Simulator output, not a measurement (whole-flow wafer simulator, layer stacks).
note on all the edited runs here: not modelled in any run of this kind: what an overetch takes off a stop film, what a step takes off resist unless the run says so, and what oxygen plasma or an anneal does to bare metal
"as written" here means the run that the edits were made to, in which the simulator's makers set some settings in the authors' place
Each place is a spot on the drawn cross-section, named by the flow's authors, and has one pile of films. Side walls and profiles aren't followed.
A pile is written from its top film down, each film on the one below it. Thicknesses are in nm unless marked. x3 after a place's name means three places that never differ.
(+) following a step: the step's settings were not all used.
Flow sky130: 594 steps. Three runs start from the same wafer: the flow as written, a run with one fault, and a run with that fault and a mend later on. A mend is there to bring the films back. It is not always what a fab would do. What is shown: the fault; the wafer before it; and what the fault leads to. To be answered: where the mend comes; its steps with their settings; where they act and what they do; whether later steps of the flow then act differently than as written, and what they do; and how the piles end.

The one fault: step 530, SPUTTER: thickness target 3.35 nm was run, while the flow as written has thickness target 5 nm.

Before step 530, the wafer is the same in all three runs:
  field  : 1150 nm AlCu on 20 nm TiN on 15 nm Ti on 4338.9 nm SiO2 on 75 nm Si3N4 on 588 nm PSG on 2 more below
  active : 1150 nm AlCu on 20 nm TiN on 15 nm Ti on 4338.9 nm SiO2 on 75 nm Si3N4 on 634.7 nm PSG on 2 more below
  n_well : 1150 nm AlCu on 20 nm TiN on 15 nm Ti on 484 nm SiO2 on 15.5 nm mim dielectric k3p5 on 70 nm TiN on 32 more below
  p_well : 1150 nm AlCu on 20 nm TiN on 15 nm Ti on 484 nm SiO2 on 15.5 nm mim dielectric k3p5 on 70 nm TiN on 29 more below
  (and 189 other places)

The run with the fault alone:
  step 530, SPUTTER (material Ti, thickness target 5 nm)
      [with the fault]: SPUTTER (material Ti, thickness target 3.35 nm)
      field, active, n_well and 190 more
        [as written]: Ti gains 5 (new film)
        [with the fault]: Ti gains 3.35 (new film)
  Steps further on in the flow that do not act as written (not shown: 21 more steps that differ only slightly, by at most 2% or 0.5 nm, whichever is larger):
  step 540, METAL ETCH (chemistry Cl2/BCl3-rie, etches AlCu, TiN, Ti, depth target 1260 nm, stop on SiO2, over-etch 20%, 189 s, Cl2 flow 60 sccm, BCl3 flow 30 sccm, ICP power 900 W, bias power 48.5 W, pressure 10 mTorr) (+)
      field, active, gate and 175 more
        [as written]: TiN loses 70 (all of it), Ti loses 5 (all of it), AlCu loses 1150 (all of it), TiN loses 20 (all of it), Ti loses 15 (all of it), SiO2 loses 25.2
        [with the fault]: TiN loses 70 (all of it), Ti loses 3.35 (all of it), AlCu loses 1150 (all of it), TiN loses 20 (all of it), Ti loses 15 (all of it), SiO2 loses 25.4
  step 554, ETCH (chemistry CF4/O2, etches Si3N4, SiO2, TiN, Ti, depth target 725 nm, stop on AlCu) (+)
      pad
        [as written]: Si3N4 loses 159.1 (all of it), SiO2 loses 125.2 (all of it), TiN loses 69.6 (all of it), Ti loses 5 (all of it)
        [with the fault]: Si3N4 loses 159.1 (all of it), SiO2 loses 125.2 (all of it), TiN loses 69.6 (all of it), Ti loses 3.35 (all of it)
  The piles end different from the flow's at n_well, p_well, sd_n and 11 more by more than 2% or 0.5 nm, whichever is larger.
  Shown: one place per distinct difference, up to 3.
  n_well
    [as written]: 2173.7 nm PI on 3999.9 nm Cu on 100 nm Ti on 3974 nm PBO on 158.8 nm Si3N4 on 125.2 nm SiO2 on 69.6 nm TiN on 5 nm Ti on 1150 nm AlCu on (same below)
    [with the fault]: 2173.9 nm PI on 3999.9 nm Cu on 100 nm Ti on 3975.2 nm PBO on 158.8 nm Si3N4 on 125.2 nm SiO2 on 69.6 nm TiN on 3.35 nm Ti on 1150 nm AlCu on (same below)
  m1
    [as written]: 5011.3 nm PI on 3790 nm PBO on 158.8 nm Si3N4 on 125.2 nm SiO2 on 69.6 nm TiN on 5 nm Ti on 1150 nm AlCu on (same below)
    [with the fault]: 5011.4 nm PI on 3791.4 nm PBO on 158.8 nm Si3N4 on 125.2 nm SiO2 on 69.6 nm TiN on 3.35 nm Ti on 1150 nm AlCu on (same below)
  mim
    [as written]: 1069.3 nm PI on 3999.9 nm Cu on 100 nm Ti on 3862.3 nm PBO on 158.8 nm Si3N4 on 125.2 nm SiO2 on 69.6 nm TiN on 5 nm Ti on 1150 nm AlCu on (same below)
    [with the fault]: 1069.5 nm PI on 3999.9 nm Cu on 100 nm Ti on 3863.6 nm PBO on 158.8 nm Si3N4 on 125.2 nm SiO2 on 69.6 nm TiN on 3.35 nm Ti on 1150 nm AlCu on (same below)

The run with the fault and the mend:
  After step 530 comes the mend.
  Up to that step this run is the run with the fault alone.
  step 530a, SPUTTER (material Ti, thickness target 1.65 nm) (a further turn of the flow's step 530, with different settings)
      field, active, n_well and 190 more
        Ti gains 1.65
  Every later step of the flow that is run acts as written at every place that is followed.
  The piles end the same as the flow's at every place that both follow.
